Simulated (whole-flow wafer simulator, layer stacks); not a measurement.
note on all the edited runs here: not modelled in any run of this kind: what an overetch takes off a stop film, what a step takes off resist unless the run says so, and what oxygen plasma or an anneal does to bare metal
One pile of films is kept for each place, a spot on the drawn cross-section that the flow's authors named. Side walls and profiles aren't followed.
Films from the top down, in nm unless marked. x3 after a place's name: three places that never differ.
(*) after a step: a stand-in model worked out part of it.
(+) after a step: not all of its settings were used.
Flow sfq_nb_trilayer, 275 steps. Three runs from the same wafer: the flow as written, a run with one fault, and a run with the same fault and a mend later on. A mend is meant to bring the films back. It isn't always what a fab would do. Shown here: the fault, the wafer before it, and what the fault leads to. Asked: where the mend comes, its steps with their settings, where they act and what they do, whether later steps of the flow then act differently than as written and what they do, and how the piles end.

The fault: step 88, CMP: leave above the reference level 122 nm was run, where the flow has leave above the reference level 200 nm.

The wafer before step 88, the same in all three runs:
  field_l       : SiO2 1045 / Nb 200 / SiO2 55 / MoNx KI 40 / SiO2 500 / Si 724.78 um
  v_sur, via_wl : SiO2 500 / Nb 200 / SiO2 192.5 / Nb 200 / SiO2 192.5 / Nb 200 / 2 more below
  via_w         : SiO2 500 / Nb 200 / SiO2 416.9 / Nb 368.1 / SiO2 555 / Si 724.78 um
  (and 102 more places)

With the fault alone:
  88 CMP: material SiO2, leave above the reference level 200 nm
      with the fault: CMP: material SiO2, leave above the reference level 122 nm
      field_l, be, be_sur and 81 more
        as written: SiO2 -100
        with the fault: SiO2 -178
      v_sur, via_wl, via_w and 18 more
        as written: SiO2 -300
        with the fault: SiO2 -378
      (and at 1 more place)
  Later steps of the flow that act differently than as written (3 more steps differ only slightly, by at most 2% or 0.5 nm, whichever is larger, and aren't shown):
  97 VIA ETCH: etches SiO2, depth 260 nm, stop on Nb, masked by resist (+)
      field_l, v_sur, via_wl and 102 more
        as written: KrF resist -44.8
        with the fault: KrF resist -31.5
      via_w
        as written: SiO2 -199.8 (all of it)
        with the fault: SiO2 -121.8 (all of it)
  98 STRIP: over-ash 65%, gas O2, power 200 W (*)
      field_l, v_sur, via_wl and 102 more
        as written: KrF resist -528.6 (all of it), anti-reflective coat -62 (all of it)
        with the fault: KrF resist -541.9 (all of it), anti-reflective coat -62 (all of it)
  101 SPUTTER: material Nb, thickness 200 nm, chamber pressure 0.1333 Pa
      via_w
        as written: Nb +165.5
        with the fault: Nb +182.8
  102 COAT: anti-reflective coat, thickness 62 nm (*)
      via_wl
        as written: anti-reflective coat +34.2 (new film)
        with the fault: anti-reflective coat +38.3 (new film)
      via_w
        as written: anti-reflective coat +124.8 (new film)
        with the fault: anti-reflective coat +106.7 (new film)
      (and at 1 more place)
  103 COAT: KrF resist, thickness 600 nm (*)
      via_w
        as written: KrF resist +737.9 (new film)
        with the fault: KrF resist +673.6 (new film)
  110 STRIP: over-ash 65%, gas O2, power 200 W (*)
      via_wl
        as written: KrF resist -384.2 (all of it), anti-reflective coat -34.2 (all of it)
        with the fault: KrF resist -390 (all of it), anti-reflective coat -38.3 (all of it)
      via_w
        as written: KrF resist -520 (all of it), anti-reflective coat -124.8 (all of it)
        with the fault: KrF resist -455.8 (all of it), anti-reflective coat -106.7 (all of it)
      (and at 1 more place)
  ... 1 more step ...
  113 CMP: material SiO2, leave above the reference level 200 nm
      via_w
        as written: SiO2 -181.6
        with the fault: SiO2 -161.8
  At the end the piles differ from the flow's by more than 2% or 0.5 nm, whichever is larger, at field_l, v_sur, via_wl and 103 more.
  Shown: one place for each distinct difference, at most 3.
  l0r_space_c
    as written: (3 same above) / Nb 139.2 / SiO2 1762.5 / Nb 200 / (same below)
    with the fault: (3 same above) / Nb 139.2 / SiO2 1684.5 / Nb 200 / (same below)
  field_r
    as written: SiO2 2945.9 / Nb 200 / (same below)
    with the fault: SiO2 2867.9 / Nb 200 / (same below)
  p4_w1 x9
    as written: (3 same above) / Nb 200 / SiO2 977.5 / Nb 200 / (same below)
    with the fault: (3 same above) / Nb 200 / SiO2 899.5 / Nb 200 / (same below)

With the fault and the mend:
  The mend comes after step 89.
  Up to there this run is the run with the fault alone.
  89a PECVD: material SiO2, thickness 78 nm, 150 C, 17.33 s, RF power 183.3 W, pressure 2.4 Torr, precursor SiH4/N2O (the flow's step 87 once more, with other settings)
      field_l, v_sur, via_wl and 103 more
        SiO2 +78
  No later step of the flow acts differently than as written at any place that is followed.
  At the end the piles are the same as the flow's at every place that both follow.
